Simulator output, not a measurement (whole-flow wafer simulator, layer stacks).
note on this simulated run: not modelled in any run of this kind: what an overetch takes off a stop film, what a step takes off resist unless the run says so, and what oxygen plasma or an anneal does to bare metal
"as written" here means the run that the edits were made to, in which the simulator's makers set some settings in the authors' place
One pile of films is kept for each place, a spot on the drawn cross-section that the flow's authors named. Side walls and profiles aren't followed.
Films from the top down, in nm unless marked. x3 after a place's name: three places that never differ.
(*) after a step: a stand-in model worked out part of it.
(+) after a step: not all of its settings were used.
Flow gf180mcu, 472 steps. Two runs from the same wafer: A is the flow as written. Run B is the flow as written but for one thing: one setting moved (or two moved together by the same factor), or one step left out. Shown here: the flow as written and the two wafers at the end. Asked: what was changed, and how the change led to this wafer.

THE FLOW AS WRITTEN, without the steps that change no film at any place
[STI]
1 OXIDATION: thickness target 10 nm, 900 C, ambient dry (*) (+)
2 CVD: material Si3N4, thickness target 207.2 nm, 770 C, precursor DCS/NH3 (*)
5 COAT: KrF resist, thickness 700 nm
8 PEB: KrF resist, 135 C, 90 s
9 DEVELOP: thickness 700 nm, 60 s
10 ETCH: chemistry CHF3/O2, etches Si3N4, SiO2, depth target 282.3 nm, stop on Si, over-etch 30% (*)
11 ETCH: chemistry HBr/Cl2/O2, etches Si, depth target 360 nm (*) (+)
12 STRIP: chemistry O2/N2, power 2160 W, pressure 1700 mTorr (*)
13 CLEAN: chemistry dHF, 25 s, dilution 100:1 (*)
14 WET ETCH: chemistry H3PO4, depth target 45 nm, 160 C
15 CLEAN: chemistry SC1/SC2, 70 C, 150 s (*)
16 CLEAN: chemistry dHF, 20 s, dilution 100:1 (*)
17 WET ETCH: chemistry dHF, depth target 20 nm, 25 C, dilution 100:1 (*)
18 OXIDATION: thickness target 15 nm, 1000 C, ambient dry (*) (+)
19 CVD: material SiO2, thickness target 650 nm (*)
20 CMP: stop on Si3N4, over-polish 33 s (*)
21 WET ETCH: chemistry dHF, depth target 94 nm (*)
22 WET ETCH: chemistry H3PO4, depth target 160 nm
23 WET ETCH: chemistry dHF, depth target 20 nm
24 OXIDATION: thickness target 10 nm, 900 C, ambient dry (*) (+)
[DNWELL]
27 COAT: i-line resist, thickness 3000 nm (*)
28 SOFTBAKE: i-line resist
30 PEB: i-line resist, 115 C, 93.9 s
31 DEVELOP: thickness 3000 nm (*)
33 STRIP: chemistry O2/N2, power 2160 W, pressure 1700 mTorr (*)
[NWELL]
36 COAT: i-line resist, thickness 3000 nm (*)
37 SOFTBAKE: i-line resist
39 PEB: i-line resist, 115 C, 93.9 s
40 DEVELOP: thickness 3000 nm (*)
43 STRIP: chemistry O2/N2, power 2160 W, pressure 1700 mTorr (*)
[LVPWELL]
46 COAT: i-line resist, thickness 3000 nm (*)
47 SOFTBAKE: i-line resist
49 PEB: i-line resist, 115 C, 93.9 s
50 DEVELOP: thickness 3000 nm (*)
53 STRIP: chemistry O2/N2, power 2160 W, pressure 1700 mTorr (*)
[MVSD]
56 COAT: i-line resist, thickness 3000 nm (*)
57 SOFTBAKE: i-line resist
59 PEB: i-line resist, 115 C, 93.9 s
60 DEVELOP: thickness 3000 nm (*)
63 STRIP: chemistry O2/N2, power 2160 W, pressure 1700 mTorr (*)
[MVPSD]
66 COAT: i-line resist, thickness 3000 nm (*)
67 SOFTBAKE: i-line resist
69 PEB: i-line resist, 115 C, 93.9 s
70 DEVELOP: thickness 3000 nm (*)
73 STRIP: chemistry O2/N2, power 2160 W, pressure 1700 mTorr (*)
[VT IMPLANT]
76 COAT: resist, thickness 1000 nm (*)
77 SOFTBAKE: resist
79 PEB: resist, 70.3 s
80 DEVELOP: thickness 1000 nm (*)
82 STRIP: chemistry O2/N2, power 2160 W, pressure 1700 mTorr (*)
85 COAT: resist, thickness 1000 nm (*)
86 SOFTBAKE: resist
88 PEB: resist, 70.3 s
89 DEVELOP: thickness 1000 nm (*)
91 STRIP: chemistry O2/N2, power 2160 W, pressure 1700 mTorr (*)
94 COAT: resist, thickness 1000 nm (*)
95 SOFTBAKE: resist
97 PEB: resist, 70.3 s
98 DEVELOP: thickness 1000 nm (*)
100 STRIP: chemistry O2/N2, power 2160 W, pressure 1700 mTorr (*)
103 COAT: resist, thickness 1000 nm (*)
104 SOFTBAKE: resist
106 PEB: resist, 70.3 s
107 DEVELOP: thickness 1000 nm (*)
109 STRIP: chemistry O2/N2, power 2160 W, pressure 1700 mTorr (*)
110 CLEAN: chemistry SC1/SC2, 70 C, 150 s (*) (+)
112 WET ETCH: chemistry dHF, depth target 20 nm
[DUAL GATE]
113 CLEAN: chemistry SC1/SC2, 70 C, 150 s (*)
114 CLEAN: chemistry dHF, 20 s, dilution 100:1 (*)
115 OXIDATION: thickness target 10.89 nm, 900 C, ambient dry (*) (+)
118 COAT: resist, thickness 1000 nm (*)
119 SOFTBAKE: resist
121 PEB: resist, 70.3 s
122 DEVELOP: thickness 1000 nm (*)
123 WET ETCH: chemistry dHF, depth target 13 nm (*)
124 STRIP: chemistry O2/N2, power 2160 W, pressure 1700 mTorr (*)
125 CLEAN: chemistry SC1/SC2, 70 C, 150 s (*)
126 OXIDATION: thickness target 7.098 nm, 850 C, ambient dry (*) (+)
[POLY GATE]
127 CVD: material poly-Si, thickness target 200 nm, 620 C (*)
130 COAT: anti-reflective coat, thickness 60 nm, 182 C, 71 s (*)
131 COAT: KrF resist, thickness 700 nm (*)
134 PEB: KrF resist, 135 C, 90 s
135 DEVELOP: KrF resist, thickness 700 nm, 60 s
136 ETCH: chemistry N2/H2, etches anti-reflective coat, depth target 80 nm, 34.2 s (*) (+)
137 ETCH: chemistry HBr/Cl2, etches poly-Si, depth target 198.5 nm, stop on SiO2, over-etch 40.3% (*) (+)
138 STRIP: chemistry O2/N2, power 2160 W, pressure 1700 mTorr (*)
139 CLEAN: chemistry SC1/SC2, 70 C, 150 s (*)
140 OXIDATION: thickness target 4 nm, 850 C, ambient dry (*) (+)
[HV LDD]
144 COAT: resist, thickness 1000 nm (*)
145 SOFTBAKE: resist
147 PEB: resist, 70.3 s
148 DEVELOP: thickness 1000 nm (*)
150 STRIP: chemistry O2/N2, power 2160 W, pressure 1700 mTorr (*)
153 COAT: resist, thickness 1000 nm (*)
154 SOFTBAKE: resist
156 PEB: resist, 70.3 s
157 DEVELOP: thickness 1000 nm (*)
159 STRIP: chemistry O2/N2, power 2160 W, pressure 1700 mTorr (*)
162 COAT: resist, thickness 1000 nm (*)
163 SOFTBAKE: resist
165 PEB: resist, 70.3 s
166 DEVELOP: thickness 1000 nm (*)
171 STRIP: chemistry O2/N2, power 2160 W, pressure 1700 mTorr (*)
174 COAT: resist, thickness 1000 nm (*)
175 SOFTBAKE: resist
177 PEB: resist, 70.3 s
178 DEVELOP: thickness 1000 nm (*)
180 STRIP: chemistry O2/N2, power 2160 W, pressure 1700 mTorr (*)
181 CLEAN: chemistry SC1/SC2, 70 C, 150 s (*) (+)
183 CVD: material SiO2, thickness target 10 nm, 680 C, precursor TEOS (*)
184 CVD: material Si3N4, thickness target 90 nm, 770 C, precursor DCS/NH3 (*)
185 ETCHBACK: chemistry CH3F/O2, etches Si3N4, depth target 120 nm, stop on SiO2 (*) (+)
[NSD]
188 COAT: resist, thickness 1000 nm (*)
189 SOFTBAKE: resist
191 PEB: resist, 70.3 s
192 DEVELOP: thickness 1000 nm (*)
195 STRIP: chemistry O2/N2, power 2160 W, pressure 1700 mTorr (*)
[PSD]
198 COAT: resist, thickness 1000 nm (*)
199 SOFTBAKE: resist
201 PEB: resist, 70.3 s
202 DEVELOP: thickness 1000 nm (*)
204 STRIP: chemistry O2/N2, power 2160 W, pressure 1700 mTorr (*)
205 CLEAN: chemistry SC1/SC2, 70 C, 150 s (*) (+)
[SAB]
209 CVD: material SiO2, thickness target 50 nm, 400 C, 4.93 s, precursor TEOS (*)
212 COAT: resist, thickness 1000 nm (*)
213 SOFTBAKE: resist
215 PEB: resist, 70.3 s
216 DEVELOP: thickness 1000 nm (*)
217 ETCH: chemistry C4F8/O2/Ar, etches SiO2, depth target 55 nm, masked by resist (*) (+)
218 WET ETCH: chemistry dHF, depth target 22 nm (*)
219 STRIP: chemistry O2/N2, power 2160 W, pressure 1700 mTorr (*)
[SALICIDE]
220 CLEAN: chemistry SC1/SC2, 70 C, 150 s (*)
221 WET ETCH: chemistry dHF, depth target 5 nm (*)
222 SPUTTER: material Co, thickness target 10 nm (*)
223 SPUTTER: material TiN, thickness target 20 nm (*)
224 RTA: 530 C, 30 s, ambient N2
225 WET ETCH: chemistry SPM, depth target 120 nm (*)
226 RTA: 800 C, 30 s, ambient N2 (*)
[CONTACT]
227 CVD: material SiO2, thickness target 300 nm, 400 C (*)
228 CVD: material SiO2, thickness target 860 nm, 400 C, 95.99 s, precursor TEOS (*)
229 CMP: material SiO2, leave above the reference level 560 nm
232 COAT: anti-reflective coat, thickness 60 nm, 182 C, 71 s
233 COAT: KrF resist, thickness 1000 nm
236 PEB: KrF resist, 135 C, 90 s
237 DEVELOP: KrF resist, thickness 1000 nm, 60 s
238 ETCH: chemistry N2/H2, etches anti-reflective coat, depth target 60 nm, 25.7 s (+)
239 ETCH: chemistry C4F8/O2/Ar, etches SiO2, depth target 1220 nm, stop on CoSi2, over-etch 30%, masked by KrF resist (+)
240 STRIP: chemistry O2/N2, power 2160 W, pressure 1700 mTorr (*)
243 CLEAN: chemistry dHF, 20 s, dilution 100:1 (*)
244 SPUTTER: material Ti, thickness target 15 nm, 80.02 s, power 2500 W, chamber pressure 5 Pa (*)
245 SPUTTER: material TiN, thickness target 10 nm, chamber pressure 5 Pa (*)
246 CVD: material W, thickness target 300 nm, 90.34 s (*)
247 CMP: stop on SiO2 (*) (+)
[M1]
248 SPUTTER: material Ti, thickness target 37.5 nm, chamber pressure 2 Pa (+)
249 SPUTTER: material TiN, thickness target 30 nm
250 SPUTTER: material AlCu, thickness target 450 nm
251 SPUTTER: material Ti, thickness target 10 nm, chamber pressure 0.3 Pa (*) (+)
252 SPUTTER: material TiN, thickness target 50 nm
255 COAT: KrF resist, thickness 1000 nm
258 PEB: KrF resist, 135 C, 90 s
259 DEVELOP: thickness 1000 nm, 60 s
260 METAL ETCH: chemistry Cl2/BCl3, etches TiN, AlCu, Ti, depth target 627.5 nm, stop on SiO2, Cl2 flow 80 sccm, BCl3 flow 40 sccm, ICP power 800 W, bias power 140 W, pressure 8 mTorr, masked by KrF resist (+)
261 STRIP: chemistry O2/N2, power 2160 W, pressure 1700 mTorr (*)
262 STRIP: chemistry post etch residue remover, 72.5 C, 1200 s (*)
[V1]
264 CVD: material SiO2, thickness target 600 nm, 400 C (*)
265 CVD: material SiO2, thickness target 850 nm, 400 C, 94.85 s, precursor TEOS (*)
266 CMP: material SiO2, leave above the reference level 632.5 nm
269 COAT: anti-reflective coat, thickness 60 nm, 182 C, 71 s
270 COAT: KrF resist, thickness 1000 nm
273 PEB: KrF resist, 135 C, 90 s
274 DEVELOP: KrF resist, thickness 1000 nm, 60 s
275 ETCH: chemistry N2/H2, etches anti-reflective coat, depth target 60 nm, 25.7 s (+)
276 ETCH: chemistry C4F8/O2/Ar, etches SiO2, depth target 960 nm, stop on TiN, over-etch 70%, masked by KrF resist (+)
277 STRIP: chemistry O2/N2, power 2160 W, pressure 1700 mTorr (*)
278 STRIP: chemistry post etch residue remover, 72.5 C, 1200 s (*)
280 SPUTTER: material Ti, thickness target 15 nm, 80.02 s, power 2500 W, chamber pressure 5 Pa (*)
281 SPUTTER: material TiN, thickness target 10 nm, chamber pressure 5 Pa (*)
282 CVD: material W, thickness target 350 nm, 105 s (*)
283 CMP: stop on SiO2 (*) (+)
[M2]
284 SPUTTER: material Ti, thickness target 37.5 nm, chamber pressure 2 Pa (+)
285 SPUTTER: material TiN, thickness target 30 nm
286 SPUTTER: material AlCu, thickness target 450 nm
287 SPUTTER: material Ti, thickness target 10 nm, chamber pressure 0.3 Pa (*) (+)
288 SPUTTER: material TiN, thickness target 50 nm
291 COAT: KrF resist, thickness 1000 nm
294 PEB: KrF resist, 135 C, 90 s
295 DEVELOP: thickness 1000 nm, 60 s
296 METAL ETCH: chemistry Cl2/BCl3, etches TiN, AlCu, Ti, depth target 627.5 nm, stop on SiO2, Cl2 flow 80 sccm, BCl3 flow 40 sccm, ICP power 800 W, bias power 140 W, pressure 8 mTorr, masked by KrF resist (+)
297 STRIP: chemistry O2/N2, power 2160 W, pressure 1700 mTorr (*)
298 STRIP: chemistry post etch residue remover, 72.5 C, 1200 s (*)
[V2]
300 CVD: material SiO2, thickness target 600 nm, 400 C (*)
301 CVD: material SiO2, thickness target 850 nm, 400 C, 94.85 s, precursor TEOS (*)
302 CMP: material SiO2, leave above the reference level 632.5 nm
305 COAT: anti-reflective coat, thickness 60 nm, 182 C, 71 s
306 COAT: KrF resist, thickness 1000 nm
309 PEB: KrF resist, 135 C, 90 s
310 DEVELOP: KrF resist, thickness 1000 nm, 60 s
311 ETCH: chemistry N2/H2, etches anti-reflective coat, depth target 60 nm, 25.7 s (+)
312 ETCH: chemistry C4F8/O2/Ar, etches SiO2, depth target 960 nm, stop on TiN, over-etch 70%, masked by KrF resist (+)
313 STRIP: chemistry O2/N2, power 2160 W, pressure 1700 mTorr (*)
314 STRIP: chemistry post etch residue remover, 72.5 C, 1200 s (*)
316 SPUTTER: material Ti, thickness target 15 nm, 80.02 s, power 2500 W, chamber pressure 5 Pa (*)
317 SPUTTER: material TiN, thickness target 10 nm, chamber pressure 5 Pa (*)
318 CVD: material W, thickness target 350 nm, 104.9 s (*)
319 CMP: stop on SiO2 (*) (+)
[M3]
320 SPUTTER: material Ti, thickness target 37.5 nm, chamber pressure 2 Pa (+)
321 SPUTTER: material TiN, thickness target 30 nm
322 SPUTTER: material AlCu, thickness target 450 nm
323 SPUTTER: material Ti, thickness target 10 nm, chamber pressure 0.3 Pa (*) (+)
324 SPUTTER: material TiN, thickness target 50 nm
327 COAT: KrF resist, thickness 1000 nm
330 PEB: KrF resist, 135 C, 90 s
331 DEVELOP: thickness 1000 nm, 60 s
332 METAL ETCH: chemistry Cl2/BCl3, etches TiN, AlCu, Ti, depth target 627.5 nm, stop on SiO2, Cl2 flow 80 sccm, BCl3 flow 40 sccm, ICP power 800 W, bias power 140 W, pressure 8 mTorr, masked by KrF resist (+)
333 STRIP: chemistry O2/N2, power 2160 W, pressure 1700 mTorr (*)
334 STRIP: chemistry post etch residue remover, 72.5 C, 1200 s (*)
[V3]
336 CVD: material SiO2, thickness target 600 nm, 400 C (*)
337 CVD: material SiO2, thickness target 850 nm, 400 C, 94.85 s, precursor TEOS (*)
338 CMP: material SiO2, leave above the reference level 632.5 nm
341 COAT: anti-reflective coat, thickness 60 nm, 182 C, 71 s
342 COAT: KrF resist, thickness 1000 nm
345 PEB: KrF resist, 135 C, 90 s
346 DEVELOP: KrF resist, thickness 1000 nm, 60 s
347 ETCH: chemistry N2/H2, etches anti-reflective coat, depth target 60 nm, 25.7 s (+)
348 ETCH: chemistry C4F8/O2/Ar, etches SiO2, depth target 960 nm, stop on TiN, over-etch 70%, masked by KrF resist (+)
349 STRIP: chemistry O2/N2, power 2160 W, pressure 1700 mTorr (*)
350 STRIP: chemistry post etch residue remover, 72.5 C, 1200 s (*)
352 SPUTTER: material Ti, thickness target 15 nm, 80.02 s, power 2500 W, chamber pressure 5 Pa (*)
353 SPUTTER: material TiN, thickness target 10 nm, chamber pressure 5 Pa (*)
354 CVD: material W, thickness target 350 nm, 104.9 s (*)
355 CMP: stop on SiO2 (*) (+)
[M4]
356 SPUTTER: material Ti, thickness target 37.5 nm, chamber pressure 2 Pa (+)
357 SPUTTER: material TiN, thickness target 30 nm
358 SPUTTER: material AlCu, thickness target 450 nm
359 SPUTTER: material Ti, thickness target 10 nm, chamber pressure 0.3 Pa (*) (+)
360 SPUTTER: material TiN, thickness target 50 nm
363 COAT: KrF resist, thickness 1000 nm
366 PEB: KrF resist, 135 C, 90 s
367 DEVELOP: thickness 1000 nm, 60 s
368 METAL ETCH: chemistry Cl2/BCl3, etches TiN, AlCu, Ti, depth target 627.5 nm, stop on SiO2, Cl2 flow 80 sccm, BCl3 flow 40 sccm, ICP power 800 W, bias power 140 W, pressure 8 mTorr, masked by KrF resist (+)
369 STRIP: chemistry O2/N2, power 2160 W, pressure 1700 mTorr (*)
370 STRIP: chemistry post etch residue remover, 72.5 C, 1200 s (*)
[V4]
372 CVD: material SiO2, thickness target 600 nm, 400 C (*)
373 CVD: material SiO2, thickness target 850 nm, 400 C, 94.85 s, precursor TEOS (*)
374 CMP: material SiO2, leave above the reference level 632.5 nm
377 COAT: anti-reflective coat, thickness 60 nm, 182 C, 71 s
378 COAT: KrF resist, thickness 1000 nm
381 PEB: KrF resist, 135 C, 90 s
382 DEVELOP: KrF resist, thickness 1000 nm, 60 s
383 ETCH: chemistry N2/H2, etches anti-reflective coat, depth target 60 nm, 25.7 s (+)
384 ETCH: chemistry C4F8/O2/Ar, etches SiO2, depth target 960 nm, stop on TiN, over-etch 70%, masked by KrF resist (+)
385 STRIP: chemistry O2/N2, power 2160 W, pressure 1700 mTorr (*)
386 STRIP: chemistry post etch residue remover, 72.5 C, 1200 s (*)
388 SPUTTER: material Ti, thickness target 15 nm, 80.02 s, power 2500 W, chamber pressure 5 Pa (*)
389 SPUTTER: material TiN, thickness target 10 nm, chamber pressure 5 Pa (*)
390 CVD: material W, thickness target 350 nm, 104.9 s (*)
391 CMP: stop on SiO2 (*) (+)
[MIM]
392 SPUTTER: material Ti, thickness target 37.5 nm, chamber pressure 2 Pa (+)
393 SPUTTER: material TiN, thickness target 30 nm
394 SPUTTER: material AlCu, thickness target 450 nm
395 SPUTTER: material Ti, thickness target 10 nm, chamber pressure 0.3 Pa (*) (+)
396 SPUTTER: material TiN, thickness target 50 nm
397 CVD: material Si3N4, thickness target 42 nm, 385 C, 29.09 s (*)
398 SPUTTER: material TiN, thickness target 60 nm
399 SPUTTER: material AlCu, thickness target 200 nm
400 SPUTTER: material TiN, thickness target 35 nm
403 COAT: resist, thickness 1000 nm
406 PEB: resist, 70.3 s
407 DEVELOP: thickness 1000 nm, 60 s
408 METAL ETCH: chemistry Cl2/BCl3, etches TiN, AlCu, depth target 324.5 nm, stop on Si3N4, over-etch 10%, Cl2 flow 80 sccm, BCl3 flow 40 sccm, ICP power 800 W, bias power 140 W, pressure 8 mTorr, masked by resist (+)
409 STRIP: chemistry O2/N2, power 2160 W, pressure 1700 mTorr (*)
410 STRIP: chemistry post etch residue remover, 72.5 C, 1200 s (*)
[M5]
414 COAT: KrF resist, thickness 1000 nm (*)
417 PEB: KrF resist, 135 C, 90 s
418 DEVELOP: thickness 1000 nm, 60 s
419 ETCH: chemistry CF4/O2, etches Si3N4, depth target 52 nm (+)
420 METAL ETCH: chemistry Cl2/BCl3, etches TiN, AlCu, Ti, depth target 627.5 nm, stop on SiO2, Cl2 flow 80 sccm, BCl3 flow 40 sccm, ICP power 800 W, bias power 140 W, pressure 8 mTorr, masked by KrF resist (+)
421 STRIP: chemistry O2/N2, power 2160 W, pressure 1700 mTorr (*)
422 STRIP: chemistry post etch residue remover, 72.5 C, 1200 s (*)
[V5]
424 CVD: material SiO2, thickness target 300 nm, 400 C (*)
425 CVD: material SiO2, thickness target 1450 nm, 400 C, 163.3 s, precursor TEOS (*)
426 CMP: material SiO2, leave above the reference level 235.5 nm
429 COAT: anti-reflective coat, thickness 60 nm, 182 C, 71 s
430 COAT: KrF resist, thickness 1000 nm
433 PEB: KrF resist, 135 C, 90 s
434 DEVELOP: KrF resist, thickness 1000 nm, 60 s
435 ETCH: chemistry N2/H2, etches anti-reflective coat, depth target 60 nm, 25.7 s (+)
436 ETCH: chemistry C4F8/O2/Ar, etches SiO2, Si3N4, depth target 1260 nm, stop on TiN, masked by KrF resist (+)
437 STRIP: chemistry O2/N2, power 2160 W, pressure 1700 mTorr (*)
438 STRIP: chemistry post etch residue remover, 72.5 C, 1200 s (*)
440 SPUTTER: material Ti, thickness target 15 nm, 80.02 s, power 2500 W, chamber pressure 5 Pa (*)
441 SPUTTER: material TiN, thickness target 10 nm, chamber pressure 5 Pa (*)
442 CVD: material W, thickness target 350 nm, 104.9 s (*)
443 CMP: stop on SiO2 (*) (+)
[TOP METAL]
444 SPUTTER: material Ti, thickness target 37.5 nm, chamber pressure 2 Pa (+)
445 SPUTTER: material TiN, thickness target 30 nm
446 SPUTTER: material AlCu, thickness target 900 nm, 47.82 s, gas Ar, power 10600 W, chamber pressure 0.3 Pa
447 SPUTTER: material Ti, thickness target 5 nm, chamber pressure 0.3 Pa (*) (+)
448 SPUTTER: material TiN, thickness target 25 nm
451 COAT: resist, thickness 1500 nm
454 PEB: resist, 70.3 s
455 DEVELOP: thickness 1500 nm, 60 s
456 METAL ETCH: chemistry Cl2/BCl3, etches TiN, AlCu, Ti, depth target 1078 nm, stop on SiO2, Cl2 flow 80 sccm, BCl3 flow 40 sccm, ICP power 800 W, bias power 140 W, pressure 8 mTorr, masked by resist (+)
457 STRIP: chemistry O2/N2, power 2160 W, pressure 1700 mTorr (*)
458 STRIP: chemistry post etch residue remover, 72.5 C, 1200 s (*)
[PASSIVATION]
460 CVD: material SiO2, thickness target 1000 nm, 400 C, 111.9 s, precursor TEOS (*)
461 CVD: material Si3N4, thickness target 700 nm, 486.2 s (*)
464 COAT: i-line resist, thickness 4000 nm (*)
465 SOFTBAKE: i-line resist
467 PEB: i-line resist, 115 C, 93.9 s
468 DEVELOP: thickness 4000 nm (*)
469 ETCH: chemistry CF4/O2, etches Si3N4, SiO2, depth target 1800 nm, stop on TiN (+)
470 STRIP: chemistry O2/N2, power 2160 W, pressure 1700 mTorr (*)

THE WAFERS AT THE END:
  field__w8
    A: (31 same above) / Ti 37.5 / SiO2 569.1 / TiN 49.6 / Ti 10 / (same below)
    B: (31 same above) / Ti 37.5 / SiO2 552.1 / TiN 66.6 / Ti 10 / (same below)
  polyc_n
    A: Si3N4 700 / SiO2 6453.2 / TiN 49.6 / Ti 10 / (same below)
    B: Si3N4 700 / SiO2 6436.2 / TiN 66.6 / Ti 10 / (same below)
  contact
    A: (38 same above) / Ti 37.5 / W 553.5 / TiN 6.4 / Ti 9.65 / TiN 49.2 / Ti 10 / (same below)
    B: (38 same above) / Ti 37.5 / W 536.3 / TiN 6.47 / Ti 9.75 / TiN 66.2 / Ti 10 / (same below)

The cause: step 252, SPUTTER: thickness target 67 nm was run, where the flow has thickness target 50 nm.

How the change led to this, step by step:
  252 SPUTTER: material TiN, thickness target 50 nm
      field, field__w1, field__w2 and 108 more: A TiN +50 (new film) | B TiN +67 (new film)
  260 METAL ETCH: chemistry Cl2/BCl3, etches TiN, AlCu, Ti, depth target 627.5 nm, stop on SiO2, Cl2 flow 80 sccm, BCl3 flow 40 sccm, ICP power 800 W, bias power 140 W, pressure 8 mTorr, masked by KrF resist (+)
      field, field__w1, field__w2 and 99 more: A TiN -50 (all of it), Ti -10 (all of it), AlCu -450 (all of it), TiN -30 (all of it), Ti -37.5 (all of it) | B TiN -67 (all of it), Ti -10 (all of it), AlCu -450 (all of it), TiN -30 (all of it), Ti -37.5 (all of it)
  276 ETCH: chemistry C4F8/O2/Ar, etches SiO2, depth target 960 nm, stop on TiN, over-etch 70%, masked by KrF resist (+)
      contact: A SiO2 -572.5 (all of it) | B SiO2 -555.5 (all of it)
